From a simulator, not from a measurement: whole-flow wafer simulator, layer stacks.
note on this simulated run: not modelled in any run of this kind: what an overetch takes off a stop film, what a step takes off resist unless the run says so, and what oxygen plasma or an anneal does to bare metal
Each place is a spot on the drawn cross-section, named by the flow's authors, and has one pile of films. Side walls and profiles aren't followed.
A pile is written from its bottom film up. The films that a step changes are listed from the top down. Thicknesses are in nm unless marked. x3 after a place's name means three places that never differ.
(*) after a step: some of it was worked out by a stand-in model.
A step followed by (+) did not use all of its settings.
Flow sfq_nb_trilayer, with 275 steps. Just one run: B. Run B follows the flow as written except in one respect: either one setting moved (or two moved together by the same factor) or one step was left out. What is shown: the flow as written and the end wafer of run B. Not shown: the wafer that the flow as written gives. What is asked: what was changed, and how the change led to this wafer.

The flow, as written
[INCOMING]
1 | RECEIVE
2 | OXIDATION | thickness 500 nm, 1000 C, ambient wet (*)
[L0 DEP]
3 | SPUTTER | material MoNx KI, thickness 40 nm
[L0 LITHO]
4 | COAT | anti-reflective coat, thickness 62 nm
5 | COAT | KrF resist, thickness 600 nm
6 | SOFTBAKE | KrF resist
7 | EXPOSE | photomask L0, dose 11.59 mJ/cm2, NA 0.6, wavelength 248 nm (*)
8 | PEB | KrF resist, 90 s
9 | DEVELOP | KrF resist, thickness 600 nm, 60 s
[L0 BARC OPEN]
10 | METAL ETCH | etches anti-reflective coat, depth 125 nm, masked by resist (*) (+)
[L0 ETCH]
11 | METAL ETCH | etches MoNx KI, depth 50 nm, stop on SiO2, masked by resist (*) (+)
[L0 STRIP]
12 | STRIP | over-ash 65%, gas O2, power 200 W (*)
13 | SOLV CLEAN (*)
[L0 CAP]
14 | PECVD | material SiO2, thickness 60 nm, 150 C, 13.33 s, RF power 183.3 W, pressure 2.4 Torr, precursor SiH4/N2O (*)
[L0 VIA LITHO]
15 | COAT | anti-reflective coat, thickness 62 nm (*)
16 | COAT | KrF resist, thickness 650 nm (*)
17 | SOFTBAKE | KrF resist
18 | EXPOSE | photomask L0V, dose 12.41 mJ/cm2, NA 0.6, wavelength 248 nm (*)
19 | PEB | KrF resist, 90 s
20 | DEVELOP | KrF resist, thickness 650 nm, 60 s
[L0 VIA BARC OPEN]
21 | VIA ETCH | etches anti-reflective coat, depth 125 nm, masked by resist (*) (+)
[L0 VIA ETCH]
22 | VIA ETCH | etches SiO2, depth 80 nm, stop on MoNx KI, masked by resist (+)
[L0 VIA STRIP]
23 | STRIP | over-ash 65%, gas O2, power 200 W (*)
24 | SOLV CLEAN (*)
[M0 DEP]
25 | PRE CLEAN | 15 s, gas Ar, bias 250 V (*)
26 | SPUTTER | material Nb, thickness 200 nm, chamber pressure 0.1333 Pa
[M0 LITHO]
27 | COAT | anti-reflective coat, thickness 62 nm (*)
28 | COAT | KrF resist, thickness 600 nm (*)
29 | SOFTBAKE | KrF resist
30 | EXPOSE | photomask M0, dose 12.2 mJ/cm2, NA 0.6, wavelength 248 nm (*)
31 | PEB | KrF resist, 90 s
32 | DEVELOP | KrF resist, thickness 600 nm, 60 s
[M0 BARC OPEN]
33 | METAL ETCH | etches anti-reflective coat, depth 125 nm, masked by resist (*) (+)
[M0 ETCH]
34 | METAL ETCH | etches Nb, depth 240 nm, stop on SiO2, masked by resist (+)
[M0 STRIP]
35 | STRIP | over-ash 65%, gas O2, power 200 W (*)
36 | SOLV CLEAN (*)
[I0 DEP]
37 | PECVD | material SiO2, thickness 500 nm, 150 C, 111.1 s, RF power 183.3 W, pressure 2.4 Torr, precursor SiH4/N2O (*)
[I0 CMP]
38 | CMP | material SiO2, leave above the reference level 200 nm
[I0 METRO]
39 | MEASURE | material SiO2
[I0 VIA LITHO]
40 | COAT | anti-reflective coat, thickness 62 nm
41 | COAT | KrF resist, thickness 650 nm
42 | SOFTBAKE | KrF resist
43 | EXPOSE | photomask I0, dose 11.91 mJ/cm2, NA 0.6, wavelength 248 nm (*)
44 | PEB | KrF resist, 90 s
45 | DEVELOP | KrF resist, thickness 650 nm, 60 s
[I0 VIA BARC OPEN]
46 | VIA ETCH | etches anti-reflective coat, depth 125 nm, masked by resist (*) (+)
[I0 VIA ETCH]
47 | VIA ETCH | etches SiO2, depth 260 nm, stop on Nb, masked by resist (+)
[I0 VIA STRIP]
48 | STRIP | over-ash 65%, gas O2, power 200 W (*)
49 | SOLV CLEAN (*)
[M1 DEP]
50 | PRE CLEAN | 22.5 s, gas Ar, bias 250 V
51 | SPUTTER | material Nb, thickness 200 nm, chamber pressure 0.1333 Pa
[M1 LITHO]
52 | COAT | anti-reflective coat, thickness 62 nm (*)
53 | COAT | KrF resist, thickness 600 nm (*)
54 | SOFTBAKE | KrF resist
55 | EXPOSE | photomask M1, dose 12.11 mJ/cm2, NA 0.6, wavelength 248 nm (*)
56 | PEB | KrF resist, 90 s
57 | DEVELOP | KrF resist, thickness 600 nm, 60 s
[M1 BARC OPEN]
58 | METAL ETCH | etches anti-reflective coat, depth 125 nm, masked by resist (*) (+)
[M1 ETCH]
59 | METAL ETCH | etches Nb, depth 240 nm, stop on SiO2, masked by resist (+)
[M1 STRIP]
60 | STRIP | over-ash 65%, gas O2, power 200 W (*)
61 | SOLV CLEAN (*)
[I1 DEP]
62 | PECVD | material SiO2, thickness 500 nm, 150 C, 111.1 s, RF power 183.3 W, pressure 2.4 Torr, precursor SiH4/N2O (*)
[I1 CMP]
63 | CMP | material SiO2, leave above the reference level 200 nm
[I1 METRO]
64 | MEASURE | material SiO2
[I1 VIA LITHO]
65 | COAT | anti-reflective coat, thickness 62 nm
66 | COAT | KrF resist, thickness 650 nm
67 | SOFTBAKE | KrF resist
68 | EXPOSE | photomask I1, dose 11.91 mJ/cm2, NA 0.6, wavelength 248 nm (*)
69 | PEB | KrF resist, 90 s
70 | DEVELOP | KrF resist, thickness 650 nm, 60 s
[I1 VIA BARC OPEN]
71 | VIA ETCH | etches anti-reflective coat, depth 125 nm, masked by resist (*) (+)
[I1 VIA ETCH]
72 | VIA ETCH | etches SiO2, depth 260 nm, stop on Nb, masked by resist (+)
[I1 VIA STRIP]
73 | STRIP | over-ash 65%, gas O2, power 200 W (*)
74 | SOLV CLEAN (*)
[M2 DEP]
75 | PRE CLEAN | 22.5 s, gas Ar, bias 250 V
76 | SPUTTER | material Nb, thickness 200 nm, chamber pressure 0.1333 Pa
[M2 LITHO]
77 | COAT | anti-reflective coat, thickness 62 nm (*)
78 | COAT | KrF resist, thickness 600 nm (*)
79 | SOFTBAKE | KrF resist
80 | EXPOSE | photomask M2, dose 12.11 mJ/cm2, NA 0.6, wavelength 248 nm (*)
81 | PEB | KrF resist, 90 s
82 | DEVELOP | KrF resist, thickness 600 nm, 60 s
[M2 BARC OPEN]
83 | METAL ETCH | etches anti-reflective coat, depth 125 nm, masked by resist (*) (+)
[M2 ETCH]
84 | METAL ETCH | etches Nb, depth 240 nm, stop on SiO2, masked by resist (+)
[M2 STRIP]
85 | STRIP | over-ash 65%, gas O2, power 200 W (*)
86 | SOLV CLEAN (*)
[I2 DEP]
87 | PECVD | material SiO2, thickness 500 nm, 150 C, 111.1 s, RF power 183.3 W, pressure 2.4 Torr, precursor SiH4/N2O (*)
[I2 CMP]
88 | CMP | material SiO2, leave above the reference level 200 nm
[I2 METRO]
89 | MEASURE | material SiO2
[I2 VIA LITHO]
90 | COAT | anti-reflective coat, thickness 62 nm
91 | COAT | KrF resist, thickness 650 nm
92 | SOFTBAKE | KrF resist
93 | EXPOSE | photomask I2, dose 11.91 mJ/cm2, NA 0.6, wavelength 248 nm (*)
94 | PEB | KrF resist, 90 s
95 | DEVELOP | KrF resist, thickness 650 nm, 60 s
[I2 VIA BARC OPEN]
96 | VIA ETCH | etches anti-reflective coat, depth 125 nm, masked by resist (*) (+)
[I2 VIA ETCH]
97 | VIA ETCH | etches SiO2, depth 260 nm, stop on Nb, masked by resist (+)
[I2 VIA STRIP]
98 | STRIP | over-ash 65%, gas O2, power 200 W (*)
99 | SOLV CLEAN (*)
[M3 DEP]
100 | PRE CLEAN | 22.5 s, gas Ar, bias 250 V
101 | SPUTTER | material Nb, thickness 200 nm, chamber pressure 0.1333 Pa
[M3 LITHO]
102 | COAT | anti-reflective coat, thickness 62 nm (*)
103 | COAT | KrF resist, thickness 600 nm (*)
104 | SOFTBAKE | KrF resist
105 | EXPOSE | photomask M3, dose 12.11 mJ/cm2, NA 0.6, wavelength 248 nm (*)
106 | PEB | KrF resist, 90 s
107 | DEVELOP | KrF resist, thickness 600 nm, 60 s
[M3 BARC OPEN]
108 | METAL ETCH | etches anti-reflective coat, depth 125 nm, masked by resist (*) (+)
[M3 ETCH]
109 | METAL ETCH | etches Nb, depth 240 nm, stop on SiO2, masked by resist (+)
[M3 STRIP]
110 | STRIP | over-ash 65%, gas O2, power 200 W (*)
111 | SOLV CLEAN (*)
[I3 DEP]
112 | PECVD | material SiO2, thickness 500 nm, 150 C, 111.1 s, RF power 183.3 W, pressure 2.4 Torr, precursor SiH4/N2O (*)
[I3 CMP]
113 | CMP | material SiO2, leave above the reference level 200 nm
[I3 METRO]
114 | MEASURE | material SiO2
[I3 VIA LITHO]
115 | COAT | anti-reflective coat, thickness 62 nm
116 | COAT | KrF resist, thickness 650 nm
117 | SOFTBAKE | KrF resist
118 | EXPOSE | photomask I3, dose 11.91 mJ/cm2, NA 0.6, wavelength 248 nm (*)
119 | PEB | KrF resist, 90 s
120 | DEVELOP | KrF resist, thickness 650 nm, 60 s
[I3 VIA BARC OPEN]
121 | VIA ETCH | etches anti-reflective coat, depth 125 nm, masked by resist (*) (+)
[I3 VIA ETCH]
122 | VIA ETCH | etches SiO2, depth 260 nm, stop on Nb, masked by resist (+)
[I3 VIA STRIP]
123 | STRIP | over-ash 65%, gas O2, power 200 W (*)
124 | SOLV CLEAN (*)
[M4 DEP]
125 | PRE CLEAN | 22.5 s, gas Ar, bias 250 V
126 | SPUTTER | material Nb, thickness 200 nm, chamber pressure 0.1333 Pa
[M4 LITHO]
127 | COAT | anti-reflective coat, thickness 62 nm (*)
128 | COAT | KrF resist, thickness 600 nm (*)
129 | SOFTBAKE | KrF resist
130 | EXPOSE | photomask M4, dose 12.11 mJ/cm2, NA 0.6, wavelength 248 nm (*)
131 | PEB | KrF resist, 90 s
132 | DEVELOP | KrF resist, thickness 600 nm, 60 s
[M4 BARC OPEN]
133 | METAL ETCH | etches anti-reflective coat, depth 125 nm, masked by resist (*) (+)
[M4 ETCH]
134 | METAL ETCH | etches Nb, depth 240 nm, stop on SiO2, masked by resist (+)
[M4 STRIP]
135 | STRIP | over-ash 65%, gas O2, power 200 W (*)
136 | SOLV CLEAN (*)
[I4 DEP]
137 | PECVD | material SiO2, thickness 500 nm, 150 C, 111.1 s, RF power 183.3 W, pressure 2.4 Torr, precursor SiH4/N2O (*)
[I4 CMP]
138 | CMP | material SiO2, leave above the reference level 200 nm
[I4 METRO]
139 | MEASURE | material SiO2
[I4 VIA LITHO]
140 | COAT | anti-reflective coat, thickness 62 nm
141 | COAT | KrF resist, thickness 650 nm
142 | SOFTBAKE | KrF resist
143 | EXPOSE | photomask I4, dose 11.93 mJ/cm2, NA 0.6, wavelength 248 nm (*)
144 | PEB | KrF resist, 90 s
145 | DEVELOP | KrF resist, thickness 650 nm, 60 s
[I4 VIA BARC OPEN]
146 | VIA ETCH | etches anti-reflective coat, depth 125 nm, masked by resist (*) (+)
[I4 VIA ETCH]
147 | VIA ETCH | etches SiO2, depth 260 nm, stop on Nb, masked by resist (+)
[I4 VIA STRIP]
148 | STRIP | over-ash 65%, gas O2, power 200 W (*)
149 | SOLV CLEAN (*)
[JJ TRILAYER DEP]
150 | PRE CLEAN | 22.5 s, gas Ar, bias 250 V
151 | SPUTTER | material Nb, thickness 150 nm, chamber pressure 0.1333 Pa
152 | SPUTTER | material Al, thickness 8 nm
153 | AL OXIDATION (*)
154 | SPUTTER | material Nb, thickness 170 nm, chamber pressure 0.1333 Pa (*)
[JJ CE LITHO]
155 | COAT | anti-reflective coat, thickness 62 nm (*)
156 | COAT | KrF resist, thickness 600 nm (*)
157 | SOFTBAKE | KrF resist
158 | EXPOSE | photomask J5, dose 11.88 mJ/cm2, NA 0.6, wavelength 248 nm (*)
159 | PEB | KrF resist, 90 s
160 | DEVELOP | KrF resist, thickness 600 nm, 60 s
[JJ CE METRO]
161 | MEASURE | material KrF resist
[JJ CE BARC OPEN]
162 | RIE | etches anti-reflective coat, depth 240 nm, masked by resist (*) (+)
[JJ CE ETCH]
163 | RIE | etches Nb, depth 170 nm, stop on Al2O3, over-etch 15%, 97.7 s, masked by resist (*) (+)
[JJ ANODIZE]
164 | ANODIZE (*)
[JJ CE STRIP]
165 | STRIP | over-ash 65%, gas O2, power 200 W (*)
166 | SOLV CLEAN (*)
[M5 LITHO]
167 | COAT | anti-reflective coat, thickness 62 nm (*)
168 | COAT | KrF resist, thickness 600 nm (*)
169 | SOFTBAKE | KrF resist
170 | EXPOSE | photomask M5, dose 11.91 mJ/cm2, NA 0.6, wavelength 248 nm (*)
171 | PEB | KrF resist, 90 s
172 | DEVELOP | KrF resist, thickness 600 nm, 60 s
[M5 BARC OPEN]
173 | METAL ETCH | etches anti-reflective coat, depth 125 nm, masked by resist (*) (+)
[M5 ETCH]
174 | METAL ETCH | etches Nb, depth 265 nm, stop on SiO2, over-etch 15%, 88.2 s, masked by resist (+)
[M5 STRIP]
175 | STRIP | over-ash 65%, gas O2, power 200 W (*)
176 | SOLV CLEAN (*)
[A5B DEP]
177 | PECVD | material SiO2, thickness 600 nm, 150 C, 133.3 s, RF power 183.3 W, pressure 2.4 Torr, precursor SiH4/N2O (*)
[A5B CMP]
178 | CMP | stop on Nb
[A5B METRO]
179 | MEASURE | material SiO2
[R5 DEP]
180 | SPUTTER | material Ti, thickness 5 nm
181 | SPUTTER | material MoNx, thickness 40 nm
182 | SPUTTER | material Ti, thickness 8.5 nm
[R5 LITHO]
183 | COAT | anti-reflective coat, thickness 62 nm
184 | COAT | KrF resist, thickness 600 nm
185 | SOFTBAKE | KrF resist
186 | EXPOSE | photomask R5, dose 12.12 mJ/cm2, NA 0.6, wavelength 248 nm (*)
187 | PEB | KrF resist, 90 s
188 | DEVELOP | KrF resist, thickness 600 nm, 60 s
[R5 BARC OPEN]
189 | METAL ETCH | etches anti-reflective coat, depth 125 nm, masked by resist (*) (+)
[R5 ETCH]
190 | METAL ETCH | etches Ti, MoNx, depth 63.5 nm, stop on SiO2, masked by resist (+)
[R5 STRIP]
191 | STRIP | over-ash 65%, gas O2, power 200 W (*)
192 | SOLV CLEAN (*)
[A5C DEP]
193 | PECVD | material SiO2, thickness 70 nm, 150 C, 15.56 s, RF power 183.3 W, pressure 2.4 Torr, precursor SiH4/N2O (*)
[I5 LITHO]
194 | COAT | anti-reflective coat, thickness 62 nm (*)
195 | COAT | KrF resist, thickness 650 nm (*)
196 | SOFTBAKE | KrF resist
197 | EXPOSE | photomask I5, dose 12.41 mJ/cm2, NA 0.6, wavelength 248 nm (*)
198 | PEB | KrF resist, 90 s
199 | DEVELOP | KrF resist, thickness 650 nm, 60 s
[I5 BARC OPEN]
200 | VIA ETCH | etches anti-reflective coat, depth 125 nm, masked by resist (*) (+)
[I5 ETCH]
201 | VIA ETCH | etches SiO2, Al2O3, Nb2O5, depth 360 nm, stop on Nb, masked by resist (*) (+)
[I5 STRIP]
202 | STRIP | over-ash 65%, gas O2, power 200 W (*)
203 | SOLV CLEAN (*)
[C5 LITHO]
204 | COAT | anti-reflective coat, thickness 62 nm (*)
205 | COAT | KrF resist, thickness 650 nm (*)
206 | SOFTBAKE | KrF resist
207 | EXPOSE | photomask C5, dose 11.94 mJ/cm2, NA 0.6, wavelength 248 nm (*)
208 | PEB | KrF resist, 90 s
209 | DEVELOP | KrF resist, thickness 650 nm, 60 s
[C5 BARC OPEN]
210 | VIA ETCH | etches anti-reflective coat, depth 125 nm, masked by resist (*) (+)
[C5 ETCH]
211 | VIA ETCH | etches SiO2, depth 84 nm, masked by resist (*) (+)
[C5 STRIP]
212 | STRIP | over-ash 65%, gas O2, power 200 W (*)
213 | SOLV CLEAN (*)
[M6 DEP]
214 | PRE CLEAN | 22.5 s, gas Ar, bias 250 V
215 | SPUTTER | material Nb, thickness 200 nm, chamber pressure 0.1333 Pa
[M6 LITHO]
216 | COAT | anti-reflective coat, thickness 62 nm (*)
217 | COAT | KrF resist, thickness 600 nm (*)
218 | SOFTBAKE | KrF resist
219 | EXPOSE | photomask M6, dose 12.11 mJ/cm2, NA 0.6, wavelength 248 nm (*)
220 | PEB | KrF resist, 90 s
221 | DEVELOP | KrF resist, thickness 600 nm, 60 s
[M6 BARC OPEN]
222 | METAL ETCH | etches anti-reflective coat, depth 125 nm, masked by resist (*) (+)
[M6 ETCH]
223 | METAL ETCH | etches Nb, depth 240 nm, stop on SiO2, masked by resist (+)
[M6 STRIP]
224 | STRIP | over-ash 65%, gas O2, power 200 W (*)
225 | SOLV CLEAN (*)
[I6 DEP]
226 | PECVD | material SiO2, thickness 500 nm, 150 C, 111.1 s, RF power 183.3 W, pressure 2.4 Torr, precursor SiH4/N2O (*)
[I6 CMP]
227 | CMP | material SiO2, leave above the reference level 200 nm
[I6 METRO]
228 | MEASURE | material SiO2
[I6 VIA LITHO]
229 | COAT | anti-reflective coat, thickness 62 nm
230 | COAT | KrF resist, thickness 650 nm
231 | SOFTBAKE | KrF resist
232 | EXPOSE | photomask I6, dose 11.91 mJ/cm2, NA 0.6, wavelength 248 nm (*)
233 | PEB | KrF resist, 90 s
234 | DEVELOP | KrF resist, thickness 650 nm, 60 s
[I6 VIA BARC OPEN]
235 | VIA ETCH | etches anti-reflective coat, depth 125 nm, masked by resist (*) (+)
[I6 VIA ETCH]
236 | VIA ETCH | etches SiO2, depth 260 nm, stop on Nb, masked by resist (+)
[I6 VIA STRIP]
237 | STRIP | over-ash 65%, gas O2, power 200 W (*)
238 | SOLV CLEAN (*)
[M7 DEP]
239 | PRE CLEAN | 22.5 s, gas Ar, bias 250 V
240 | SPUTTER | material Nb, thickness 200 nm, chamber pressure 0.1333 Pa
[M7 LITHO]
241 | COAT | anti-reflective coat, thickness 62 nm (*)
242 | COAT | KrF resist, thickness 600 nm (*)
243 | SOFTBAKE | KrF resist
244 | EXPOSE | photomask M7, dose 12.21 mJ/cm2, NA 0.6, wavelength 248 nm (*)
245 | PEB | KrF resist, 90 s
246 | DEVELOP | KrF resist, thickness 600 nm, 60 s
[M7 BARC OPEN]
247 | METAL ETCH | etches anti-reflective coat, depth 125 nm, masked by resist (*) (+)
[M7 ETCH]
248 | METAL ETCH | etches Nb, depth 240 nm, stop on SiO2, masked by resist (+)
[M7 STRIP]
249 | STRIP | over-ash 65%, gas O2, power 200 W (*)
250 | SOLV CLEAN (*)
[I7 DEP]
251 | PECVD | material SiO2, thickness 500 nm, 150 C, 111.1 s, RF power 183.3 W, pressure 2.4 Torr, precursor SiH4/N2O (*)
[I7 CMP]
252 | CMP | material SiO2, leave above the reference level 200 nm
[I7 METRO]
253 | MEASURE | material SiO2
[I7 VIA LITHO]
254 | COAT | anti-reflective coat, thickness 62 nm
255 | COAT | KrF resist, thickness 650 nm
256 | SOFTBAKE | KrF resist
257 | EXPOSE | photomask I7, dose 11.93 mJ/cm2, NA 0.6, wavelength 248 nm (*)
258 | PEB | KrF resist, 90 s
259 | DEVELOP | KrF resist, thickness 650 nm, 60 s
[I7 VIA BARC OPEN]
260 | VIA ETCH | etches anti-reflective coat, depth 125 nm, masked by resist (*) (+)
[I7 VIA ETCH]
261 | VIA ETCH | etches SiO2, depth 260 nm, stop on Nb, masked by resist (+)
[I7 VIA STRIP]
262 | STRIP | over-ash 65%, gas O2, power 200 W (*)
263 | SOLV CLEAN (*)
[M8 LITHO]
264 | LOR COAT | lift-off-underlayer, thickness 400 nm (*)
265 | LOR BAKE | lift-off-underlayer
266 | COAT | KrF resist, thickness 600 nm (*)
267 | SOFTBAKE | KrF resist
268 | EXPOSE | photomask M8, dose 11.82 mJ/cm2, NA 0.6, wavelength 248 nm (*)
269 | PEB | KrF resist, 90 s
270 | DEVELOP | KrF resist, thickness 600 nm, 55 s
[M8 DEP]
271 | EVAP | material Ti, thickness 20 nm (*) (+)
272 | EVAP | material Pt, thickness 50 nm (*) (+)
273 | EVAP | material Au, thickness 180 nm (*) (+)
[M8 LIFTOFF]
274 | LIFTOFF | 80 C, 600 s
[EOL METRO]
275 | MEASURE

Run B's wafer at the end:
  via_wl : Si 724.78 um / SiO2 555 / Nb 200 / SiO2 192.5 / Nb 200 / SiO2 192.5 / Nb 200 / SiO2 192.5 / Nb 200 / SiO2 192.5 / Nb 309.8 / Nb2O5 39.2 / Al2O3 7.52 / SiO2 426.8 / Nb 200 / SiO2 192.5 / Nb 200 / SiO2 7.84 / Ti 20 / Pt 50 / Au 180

What caused this: step 261, VIA ETCH: depth 192 nm was run, whereas the flow has depth 260 nm.

The path from the change to this, step by step:
  261 | VIA ETCH | etches SiO2, depth 260 nm, stop on Nb, masked by resist (+)
      via_wl, via_w, via_wr: SiO2 loses 192 (as written it would have been: SiO2 loses 199.8 (all of it))
      field_l, v_sur, via_sp and 100 more: KrF resist loses 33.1 (as written it would have been: KrF resist loses 44.8)
  262 | STRIP | over-ash 65%, gas O2, power 200 W (*)
      field_l, v_sur, via_sp and 100 more: KrF resist loses 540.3 (all of it), anti-reflective coat loses 62 (all of it) (as written it would have been: KrF resist loses 528.6 (all of it), anti-reflective coat loses 62 (all of it))
With metal films that touch counted as one body, via_wl has 8 bodies (between them, from the top down: SiO2 7.84; SiO2 192.5; SiO2 426.8 / Al2O3 7.52 / Nb2O5 39.2; SiO2 192.5; SiO2 192.5; SiO2 192.5; SiO2 192.5); the flow as written gives 7 bodies (between them, from the top down: SiO2 192.5; SiO2 426.8 / Al2O3 7.52 / Nb2O5 39.2; SiO2 192.5; SiO2 192.5; SiO2 192.5; SiO2 192.5).
